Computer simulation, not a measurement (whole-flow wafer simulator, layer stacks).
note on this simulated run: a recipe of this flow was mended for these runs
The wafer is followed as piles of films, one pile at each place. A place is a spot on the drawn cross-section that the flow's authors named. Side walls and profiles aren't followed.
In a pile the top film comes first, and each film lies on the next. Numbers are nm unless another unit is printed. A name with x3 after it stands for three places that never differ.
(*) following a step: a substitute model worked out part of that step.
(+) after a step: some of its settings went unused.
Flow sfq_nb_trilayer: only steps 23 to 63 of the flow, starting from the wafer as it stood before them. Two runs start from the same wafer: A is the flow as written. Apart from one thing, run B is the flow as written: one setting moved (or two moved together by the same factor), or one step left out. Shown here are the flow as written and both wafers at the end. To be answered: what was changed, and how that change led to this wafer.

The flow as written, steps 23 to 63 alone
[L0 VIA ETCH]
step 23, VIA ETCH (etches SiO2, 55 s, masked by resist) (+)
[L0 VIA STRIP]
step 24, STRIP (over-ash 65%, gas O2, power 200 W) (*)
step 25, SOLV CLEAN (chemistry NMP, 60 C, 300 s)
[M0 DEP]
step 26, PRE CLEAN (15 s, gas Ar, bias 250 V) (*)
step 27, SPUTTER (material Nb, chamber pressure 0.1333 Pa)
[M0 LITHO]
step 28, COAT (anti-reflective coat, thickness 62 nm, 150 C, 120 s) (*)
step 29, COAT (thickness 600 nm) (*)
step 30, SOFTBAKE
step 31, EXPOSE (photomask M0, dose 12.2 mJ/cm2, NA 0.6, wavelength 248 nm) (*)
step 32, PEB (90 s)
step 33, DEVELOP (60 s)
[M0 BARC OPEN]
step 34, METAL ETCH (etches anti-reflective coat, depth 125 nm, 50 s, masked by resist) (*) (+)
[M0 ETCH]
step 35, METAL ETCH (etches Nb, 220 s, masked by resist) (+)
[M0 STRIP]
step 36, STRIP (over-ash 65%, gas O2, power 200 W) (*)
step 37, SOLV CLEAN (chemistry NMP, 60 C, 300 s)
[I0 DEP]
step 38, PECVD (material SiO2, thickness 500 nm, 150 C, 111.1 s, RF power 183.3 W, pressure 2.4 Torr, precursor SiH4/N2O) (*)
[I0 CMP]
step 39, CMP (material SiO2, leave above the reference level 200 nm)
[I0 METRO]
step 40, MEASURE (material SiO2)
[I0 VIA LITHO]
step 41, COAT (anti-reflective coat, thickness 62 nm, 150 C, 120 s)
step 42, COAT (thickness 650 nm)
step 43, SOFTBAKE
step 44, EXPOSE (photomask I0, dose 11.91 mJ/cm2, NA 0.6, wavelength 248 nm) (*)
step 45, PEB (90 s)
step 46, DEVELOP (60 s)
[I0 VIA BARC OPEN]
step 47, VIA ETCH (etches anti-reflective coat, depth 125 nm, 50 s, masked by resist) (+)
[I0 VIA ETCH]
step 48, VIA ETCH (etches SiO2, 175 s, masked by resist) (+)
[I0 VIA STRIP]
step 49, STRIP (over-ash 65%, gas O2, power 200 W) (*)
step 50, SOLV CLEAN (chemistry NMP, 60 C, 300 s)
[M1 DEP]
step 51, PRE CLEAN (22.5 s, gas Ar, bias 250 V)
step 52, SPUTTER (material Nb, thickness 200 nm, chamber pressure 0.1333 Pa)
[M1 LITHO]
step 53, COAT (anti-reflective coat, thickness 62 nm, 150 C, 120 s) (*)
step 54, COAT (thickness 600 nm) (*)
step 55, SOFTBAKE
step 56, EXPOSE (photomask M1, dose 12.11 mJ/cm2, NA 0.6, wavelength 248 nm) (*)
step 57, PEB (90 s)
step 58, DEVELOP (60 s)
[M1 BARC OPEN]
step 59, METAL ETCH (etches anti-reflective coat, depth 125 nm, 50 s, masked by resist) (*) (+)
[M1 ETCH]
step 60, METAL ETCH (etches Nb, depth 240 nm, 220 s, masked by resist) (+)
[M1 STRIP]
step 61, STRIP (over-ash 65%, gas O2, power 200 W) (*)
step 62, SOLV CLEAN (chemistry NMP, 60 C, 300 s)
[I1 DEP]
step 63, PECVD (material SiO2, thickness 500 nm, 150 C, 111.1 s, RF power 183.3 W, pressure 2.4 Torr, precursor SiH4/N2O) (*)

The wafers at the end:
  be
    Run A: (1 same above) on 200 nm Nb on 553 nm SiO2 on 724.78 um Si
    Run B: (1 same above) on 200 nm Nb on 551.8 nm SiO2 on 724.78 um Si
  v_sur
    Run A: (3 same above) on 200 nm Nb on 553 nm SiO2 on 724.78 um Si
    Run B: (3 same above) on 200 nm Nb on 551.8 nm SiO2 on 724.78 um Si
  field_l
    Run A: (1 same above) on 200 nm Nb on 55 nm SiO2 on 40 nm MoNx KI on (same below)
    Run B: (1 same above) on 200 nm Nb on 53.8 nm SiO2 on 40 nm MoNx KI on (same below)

What caused this: step 26, PRE CLEAN: bias 338 V was run, while the flow as written has bias 250 V.

The path from the change to this, step by step:
  step 26, PRE CLEAN (15 s, gas Ar, bias 250 V) (*)
      field_l, v_sur, via_wl and 102 more: A -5 SiO2 | B -6.18 SiO2
      l0v: A -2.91 MoNx KI | B -3.89 MoNx KI
